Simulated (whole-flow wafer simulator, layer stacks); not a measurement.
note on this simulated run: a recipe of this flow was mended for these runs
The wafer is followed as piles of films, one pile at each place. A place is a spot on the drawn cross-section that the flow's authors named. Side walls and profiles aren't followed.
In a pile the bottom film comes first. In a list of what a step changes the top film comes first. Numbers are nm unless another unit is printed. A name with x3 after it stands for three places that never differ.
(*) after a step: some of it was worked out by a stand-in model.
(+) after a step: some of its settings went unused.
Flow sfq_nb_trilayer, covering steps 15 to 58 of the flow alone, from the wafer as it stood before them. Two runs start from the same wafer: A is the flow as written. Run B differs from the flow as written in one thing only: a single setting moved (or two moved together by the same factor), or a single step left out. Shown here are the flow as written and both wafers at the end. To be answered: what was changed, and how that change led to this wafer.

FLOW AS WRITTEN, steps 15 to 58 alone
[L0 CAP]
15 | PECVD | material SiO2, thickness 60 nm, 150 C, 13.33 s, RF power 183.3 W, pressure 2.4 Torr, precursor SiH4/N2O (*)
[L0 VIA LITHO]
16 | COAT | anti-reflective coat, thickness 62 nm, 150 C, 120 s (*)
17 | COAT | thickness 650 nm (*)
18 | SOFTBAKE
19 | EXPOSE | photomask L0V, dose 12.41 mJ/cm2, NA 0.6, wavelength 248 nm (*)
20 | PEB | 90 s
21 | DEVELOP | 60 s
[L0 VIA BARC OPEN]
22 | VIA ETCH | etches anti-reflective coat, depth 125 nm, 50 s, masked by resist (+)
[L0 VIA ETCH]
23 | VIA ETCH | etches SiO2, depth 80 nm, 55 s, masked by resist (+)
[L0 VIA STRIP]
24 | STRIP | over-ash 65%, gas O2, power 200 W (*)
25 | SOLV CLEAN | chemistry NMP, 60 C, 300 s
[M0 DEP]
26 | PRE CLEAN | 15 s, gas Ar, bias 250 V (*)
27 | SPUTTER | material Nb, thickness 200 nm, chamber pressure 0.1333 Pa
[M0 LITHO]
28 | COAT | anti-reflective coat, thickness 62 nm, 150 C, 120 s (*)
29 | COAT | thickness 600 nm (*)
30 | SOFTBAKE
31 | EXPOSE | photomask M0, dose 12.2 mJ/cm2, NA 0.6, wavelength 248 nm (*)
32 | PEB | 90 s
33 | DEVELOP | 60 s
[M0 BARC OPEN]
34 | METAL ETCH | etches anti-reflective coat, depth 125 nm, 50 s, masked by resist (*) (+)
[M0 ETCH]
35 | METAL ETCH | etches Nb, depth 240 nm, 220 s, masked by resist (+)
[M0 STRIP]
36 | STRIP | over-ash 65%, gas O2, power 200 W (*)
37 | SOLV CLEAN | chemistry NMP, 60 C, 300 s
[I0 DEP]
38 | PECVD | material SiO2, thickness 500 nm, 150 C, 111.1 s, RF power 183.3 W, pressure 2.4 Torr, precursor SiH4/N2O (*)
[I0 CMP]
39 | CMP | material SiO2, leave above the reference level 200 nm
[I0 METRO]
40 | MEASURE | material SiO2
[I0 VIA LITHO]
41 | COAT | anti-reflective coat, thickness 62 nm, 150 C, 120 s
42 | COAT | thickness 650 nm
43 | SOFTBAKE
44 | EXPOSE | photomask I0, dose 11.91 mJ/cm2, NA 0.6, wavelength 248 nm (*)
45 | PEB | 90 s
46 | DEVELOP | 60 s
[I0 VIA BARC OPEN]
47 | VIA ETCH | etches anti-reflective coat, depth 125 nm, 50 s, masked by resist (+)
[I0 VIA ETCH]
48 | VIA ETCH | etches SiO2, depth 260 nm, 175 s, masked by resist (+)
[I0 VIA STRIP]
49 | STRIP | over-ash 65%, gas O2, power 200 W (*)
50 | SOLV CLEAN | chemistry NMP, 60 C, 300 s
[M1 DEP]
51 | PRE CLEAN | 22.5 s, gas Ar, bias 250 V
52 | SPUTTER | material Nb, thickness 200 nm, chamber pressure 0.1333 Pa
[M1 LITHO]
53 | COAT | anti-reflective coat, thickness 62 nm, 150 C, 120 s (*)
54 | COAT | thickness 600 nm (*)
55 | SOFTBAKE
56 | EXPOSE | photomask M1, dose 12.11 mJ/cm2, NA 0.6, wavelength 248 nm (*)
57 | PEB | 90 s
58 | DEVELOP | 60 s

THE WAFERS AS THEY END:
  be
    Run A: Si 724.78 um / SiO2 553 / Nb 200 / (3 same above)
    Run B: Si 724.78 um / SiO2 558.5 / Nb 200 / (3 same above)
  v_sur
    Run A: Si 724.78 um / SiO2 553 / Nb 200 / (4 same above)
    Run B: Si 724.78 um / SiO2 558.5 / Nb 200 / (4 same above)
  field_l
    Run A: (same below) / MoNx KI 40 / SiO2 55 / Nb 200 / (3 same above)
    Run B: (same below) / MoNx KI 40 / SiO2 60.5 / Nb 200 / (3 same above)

The reason: step 15, PECVD: pressure 2.02 Torr was run, whereas the flow has pressure 2.4 Torr.

The path from the change to this, step by step:
  15 | PECVD | material SiO2, thickness 60 nm, 150 C, 13.33 s, RF power 183.3 W, pressure 2.4 Torr, precursor SiH4/N2O (*)
      v_sur, via_wl, via_w and 97 more: A SiO2 gains 60 | B SiO2 gains 65.5
      field_l, l0_sur, l0v, l0r_line_l, l0r_line_c, l0r_line_r: A SiO2 gains 60 (new film) | B SiO2 gains 65.5 (new film)
  23 | VIA ETCH | etches SiO2, depth 80 nm, 55 s, masked by resist (+)
      l0v: A SiO2 loses 59.7 (all of it), MoNx KI loses 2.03 | B SiO2 loses 65.2 (all of it), MoNx KI loses 1.48
  28 | COAT | anti-reflective coat, thickness 62 nm, 150 C, 120 s (*)
      l0_sur: A anti-reflective coat gains 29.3 (new film) | B anti-reflective coat gains 27.6 (new film)
      l0v: A anti-reflective coat gains 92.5 (new film) | B anti-reflective coat gains 94.4 (new film)
  36 | STRIP | over-ash 65%, gas O2, power 200 W (*)
      l0_sur: A KrF-resist-other-grade loses 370 (all of it), anti-reflective coat loses 29.3 (all of it) | B KrF-resist-other-grade loses 370.8 (all of it), anti-reflective coat loses 27.6 (all of it)
      l0v: A KrF-resist-other-grade loses 374.1 (all of it), anti-reflective coat loses 92.5 (all of it) | B KrF-resist-other-grade loses 376.9 (all of it), anti-reflective coat loses 94.4 (all of it)
  39 | CMP | material SiO2, leave above the reference level 200 nm
      l0v: A SiO2 loses 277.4 | B SiO2 loses 271.6
